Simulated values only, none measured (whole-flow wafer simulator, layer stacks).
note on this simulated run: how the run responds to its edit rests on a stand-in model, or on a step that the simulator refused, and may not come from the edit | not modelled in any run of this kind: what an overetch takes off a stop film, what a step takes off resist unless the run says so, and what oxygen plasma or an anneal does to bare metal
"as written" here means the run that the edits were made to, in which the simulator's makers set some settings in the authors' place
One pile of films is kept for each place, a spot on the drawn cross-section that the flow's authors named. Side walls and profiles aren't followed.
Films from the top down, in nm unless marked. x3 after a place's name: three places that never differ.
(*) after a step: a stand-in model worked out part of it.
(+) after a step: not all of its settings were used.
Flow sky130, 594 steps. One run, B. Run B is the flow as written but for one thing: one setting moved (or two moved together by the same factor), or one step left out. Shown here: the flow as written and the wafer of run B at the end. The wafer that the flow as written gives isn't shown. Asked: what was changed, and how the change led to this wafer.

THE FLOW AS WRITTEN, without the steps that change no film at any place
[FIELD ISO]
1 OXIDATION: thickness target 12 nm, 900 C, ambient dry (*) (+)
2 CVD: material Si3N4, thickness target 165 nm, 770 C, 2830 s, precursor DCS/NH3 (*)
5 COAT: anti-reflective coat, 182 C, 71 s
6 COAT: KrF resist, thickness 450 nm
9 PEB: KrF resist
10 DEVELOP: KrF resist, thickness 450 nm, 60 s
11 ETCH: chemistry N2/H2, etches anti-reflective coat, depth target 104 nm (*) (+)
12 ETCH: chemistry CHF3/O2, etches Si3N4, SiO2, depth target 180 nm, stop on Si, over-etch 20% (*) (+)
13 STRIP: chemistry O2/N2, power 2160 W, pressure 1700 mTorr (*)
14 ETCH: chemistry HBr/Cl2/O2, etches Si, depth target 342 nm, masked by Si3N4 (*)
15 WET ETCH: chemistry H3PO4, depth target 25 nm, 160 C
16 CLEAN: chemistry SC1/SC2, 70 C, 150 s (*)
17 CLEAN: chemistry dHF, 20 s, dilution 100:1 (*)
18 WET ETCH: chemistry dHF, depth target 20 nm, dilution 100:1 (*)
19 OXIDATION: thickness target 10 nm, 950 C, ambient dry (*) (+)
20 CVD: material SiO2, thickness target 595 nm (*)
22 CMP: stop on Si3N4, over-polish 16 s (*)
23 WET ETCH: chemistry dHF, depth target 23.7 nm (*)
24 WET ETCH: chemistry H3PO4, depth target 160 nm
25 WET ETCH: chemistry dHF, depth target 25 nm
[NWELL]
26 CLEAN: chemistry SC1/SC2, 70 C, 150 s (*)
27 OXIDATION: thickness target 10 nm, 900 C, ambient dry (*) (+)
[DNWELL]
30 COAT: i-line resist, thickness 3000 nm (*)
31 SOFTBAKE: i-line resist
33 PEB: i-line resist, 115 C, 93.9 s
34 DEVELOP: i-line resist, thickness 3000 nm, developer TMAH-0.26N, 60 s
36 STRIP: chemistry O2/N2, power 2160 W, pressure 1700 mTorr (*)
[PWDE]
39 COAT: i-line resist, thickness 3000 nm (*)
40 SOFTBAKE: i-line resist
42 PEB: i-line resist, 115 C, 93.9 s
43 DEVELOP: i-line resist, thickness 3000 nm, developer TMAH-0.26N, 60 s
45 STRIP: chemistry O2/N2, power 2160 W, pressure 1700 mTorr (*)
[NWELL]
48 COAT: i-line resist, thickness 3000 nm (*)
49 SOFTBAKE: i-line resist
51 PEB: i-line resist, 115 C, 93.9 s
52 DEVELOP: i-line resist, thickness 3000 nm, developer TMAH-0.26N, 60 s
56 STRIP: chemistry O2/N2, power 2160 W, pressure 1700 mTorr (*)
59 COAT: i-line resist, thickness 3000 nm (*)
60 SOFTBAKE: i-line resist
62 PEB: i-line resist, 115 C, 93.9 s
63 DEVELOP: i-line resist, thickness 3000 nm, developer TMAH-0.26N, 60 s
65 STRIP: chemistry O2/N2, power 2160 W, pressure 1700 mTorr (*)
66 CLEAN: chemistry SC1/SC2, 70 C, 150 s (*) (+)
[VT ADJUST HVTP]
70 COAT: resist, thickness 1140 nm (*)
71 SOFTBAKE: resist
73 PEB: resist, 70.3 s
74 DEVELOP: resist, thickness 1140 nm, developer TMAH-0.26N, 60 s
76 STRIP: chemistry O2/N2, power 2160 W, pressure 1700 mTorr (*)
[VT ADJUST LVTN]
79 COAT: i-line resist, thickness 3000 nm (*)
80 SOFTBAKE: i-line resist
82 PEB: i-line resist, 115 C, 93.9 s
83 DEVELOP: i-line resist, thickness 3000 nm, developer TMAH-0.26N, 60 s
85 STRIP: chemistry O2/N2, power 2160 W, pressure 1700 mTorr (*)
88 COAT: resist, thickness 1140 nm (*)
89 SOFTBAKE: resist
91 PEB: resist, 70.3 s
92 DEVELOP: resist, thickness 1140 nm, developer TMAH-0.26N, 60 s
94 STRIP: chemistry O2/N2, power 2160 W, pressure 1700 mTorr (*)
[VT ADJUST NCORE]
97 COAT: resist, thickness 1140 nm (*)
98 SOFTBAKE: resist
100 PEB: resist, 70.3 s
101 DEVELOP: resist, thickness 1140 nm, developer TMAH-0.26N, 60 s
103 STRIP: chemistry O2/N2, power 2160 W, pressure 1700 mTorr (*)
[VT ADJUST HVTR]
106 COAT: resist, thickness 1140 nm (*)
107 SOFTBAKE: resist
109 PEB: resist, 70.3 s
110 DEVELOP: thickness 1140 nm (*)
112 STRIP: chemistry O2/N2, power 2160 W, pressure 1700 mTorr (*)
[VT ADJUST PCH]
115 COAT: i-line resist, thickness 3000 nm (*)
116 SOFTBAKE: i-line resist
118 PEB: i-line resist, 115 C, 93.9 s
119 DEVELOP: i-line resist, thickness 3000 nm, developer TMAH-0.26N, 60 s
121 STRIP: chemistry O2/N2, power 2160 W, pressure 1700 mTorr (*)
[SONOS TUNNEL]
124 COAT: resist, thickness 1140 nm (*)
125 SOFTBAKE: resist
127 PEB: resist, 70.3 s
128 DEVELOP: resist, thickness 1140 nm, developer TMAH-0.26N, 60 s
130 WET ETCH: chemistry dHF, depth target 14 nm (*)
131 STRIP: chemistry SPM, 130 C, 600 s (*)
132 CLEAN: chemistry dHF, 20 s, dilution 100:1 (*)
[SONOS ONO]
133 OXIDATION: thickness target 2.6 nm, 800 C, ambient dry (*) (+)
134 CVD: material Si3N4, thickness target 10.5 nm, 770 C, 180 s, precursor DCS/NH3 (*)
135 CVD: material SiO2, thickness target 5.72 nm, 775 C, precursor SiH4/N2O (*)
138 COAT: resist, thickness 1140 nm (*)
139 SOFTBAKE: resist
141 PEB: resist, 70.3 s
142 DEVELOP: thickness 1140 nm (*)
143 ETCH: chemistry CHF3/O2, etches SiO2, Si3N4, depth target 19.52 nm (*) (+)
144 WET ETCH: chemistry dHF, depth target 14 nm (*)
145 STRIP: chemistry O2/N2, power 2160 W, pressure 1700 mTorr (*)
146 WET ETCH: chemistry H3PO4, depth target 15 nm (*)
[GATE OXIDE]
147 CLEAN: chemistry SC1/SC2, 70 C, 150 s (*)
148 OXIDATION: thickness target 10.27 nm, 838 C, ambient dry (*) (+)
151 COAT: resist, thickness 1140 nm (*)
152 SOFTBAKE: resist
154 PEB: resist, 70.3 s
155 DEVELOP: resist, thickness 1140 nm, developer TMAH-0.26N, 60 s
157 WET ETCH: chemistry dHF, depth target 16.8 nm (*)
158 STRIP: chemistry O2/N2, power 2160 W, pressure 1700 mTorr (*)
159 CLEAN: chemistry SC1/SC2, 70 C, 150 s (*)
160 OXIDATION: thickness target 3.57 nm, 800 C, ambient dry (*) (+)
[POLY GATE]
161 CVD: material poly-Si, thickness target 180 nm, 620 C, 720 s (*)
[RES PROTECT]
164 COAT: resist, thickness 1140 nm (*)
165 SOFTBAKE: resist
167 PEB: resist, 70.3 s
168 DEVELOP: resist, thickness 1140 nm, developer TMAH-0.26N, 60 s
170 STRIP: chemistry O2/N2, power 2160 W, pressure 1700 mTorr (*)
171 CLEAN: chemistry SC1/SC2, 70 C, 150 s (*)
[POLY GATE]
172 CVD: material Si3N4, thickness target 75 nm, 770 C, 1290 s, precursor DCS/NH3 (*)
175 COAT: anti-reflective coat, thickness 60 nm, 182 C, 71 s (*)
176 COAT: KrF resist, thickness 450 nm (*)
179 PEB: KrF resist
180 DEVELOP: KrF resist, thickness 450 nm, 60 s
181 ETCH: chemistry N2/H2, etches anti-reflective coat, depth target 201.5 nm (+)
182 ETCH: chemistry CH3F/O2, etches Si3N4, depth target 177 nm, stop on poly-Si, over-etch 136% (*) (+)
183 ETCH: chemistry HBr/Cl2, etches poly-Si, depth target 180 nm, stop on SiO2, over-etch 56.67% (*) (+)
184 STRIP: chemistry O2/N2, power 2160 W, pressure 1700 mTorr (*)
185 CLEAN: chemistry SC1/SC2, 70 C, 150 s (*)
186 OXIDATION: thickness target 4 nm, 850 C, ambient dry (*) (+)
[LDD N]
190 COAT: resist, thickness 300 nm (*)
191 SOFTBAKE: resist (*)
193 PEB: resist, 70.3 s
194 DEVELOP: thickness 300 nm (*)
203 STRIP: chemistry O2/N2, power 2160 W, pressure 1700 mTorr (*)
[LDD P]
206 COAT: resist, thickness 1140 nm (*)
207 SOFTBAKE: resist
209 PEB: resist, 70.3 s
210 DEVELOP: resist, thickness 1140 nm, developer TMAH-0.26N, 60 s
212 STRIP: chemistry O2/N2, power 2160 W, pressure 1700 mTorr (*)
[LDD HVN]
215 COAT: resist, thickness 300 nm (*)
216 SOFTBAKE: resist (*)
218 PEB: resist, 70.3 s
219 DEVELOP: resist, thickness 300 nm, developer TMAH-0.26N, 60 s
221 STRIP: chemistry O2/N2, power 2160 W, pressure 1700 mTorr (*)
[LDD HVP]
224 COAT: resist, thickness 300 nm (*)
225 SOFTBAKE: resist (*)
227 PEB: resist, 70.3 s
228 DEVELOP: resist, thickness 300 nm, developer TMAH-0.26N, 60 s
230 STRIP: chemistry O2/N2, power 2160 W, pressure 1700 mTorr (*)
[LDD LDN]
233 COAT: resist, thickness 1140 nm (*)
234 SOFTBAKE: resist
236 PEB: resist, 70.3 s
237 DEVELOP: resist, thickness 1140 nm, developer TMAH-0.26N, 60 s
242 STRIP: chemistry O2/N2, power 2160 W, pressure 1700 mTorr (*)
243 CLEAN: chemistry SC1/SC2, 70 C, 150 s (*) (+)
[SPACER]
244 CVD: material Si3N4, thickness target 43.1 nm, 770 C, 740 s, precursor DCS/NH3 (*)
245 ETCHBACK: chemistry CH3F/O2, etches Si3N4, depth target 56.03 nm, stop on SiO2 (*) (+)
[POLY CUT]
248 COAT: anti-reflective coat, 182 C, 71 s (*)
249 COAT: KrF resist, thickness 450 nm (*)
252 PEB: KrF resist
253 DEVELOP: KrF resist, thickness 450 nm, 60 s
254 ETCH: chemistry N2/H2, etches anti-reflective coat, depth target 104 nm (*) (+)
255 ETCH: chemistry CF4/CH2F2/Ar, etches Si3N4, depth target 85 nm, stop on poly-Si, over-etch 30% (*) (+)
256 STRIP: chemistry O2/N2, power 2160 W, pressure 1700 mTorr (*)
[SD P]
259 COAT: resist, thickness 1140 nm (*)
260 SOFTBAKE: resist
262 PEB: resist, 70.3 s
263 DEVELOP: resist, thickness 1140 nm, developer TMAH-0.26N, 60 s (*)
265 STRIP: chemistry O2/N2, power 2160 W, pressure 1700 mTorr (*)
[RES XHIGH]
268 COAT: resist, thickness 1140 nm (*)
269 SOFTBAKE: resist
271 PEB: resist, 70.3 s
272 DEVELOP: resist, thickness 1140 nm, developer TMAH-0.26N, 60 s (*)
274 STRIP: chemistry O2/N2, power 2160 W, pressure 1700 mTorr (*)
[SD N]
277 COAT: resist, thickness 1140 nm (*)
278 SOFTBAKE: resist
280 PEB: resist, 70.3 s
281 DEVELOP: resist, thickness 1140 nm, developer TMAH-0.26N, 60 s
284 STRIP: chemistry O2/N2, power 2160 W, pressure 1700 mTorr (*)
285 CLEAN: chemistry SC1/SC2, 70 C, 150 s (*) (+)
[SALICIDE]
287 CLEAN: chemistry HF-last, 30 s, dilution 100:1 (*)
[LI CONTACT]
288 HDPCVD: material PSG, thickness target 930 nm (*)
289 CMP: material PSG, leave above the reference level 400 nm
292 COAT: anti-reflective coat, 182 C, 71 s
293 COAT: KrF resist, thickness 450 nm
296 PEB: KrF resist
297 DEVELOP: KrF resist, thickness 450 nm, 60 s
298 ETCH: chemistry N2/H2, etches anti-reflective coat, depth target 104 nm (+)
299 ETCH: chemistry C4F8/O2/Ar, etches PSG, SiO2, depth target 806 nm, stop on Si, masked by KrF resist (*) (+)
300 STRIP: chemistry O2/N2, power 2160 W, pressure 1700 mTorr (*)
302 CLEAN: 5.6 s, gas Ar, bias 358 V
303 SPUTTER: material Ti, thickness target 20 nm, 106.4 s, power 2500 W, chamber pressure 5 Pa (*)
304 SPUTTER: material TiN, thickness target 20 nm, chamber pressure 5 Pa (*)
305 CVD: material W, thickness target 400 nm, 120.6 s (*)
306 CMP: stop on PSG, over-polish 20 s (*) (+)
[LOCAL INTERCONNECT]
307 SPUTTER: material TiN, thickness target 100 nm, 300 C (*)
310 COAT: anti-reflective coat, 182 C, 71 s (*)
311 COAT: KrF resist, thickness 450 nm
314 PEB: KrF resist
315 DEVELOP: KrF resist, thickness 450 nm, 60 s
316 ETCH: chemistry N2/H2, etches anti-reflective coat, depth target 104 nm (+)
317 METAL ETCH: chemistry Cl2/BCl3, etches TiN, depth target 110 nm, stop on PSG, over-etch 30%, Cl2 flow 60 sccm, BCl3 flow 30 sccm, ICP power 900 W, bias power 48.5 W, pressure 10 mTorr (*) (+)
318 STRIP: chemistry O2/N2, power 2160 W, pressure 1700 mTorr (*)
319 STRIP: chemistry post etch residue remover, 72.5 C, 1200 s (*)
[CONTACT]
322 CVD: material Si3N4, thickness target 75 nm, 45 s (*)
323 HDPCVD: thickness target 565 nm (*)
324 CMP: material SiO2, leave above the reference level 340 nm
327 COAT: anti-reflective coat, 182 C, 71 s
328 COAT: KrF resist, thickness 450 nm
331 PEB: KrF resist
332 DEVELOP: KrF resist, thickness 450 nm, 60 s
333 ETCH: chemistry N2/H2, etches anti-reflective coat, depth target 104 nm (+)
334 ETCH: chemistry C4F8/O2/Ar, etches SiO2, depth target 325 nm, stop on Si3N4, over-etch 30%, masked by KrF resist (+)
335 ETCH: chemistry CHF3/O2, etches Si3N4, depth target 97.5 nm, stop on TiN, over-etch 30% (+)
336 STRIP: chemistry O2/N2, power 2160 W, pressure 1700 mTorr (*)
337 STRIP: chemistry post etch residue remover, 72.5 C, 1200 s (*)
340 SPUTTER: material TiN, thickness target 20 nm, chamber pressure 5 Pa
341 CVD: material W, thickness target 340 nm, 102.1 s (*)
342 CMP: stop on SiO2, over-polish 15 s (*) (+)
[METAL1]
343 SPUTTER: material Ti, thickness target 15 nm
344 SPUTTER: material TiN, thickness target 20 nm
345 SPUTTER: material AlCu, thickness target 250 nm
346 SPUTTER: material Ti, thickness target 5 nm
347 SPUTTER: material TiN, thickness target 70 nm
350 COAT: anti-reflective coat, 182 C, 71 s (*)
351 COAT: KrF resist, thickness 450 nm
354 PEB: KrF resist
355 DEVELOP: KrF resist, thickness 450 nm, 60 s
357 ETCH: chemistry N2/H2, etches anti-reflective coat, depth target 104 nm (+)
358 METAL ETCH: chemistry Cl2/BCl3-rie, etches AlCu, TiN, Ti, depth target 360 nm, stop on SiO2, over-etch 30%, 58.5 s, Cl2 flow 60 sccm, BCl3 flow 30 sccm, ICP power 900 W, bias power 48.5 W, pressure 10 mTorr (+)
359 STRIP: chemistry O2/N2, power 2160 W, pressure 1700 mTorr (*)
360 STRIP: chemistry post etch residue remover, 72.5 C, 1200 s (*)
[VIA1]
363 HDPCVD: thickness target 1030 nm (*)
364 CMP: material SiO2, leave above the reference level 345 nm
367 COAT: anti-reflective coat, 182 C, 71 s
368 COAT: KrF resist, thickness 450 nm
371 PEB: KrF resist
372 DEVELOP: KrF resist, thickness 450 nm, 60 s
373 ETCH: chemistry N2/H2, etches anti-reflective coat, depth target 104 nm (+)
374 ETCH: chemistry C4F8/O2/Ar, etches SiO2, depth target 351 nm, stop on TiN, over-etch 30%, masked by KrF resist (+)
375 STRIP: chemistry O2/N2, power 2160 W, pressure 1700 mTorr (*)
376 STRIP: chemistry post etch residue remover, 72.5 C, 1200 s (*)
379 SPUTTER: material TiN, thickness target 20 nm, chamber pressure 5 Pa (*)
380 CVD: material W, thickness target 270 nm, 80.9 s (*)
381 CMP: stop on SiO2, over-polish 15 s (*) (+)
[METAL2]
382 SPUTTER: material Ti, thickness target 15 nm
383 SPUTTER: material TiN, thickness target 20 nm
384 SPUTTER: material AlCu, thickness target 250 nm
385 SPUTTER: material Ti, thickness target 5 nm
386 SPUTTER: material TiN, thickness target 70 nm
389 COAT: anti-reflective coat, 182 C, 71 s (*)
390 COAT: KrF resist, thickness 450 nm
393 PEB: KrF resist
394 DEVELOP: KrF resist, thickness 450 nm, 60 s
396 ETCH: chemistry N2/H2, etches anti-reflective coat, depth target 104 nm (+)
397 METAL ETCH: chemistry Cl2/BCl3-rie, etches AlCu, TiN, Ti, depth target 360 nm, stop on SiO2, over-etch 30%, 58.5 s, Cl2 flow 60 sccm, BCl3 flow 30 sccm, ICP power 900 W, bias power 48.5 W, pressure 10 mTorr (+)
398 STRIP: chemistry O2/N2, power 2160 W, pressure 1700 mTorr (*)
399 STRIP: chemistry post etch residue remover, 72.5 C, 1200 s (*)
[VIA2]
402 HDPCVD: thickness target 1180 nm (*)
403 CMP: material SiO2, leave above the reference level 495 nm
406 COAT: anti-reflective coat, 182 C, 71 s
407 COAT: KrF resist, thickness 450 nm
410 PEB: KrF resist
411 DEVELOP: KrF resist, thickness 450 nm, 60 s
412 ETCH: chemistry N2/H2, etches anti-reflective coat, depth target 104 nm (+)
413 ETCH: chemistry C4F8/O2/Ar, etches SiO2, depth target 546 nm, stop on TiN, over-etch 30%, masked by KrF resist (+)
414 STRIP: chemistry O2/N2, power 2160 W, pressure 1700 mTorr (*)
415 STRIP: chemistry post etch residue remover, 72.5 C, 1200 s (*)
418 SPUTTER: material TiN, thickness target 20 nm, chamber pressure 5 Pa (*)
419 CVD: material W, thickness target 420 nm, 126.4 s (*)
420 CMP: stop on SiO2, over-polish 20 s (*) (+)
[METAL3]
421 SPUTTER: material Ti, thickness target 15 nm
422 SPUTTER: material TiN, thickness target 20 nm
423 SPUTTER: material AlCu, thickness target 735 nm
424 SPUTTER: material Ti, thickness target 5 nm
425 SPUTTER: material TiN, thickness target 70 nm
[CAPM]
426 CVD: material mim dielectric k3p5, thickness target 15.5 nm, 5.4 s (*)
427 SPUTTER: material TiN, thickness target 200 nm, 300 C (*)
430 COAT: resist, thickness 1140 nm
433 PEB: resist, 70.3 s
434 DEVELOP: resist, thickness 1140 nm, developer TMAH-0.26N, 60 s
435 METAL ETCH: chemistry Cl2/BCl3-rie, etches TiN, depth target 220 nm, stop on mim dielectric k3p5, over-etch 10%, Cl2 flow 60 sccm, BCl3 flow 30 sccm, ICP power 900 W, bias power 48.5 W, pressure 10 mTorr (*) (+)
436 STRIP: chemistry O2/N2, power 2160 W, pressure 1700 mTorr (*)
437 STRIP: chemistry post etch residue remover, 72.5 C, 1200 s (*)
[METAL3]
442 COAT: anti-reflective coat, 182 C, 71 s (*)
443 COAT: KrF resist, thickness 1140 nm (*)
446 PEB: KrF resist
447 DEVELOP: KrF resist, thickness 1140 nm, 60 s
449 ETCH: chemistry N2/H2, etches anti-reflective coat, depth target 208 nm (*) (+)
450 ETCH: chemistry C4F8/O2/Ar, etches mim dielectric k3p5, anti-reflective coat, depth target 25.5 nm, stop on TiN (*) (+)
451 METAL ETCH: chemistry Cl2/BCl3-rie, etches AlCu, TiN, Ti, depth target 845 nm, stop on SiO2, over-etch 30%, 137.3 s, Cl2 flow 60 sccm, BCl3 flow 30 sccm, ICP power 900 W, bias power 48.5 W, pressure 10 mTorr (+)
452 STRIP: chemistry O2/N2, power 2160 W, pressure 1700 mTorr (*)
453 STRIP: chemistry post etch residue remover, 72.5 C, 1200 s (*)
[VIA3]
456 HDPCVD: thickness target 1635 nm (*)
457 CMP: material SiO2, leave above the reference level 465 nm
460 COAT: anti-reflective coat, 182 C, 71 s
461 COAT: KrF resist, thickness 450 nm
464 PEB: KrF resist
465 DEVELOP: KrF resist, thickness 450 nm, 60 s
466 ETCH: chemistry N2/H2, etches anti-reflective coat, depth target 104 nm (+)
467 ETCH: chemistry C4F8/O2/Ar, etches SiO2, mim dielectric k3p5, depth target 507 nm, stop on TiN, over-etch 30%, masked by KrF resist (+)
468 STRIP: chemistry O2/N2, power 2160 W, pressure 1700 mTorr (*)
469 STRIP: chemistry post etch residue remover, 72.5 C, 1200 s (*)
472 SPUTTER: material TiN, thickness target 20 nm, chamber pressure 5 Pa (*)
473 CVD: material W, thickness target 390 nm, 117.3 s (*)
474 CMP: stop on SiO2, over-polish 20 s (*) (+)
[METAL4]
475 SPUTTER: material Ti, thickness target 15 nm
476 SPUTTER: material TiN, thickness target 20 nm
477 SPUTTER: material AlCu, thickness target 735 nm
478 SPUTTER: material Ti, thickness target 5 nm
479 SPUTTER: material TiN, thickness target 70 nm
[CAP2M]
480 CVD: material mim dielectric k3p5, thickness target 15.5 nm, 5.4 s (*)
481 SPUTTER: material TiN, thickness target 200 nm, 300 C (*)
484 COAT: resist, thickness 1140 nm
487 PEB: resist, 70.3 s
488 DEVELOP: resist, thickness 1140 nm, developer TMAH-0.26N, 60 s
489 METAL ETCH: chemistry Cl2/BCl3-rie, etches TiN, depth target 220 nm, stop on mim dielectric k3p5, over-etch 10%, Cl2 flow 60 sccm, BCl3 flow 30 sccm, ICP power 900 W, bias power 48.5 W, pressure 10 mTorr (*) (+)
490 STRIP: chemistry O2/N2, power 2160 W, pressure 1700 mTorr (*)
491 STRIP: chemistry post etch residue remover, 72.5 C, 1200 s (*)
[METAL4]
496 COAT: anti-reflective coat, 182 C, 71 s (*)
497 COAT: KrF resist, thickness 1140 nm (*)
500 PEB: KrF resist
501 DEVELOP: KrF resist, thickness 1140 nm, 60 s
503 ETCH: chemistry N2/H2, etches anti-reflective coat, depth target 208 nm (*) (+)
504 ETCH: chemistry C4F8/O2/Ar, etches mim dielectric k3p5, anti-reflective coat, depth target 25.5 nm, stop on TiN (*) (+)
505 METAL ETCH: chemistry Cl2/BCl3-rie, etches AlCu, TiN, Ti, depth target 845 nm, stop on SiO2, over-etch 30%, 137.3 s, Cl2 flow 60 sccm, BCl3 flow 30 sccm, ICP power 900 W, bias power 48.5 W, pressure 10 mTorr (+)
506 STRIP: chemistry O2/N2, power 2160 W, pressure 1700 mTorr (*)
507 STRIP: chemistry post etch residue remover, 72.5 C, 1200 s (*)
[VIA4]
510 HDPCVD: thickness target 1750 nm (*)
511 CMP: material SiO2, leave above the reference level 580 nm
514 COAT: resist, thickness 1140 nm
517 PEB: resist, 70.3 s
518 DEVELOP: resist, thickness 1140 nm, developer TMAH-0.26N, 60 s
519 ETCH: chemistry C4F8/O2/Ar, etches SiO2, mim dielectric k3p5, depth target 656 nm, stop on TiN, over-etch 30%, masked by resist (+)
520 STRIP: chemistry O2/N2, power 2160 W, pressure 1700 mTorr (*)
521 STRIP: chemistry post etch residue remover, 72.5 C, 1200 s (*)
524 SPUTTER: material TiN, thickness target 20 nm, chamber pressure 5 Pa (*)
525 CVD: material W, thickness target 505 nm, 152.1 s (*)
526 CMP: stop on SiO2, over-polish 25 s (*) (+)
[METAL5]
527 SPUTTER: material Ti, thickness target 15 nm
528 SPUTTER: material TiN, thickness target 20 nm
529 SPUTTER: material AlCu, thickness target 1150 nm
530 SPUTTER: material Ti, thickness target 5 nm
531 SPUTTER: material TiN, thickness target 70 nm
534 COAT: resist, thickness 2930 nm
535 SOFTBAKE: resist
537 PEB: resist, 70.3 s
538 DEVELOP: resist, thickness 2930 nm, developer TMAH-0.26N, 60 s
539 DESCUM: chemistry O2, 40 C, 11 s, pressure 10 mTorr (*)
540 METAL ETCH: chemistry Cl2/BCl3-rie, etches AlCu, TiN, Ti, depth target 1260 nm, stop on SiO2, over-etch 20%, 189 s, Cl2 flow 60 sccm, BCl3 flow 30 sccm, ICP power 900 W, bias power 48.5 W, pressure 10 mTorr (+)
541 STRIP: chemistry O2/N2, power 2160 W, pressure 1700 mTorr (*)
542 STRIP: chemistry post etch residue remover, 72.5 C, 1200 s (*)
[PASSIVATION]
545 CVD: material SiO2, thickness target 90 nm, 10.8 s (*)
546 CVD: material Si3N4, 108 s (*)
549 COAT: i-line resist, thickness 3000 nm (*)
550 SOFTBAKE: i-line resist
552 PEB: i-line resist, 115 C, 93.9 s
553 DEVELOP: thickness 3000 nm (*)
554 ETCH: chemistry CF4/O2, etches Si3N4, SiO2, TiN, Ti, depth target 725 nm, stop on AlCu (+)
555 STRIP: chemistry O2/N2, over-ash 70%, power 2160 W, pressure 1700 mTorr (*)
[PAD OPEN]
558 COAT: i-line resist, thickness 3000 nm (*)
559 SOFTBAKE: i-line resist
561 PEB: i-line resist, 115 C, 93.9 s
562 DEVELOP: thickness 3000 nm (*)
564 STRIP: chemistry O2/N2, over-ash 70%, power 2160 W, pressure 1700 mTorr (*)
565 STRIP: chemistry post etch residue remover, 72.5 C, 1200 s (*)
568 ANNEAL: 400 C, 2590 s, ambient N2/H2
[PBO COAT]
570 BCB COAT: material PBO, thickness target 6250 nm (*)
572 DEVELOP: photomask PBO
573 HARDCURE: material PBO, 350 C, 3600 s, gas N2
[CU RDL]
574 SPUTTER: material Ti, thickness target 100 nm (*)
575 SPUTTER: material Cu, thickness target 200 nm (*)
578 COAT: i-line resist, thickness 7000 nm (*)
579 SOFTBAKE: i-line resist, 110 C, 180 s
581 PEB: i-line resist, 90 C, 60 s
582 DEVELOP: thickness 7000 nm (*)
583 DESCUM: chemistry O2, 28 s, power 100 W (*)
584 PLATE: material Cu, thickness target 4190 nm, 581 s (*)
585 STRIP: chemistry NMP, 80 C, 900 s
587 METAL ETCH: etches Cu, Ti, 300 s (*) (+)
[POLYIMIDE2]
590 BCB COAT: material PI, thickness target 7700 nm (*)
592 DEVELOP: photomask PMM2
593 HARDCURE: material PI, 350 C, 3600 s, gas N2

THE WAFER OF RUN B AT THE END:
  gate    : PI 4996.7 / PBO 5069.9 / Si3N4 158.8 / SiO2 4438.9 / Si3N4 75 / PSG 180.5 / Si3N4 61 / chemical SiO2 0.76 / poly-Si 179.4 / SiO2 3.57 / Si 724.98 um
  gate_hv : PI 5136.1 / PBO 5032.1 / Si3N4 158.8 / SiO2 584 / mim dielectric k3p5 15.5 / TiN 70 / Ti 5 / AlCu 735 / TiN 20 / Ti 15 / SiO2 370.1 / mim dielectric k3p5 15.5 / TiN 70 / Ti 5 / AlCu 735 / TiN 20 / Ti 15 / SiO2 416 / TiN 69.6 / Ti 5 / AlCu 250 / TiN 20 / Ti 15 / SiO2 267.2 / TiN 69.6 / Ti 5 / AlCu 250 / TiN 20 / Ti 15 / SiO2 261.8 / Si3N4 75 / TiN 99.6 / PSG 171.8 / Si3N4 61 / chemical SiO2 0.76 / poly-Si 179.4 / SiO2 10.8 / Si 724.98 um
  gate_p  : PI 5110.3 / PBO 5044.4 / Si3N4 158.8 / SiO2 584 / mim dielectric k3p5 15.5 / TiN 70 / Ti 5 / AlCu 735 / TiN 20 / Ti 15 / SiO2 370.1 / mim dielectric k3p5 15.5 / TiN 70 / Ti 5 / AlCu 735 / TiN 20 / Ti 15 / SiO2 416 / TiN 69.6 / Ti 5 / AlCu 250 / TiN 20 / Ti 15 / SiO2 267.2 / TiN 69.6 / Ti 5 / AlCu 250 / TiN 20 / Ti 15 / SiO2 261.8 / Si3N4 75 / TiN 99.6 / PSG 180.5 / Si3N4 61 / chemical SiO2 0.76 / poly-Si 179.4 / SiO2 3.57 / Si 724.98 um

The cause: step 289, CMP: leave above the reference level 190 nm was run, where the flow has leave above the reference level 400 nm.

How the change led to this, step by step:
  289 CMP: material PSG, leave above the reference level 400 nm
      gate, spacer, gate_p and 34 more: PSG -740 (as written it would be: PSG -530)
      mim, vpp_sp, vpp_ln and 30 more: PSG -543.9 (as written it would be: PSG -333.9)
      (and at 122 more places)
  299 ETCH: chemistry C4F8/O2/Ar, etches PSG, SiO2, depth target 806 nm, stop on Si, masked by KrF resist (*) (+)
      field, active, n_well and 184 more: KrF resist -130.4 (as written it would be: KrF resist -161.2)
      contact, ndiff_licon, ndiff_licon_cpp: PSG -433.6 (all of it), SiO2 -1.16 (all of it) (as written it would be: PSG -643.6 (all of it), SiO2 -1.16 (all of it))
      (and at 2 more places)
  300 STRIP: chemistry O2/N2, power 2160 W, pressure 1700 mTorr (*)
      field, active, n_well and 184 more: KrF resist -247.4 (all of it), anti-reflective coat -80 (all of it) (as written it would be: KrF resist -216.6 (all of it), anti-reflective coat -80 (all of it))
  303 SPUTTER: material Ti, thickness target 20 nm, 106.4 s, power 2500 W, chamber pressure 5 Pa (*)
      ndiff_licon: Ti +10.1 (new film) (as written it would be: Ti +7.24 (new film))
      ndiff_licon_cpp: Ti +9.07 (new film) (as written it would be: Ti +6.53 (new film))
      (and at 1 more place)
  304 SPUTTER: material TiN, thickness target 20 nm, chamber pressure 5 Pa (*)
      ndiff_licon: TiN +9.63 (new film) (as written it would be: TiN +6.83 (new film))
      ndiff_licon_cpp: TiN +8.71 (new film) (as written it would be: TiN +6.17 (new film))
      (and at 1 more place)
  305 CVD: material W, thickness target 400 nm, 120.6 s (*)
      ndiff_licon: W +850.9 (new film) (as written it would be: W +1066.5 (new film))
      ndiff_licon_cpp: W +852.8 (new film) (as written it would be: W +1067.9 (new film))
      (and at 1 more place)
  306 CMP: stop on PSG, over-polish 20 s (*) (+)
      poly_licon: W -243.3 (as written it would be: W -33.3)
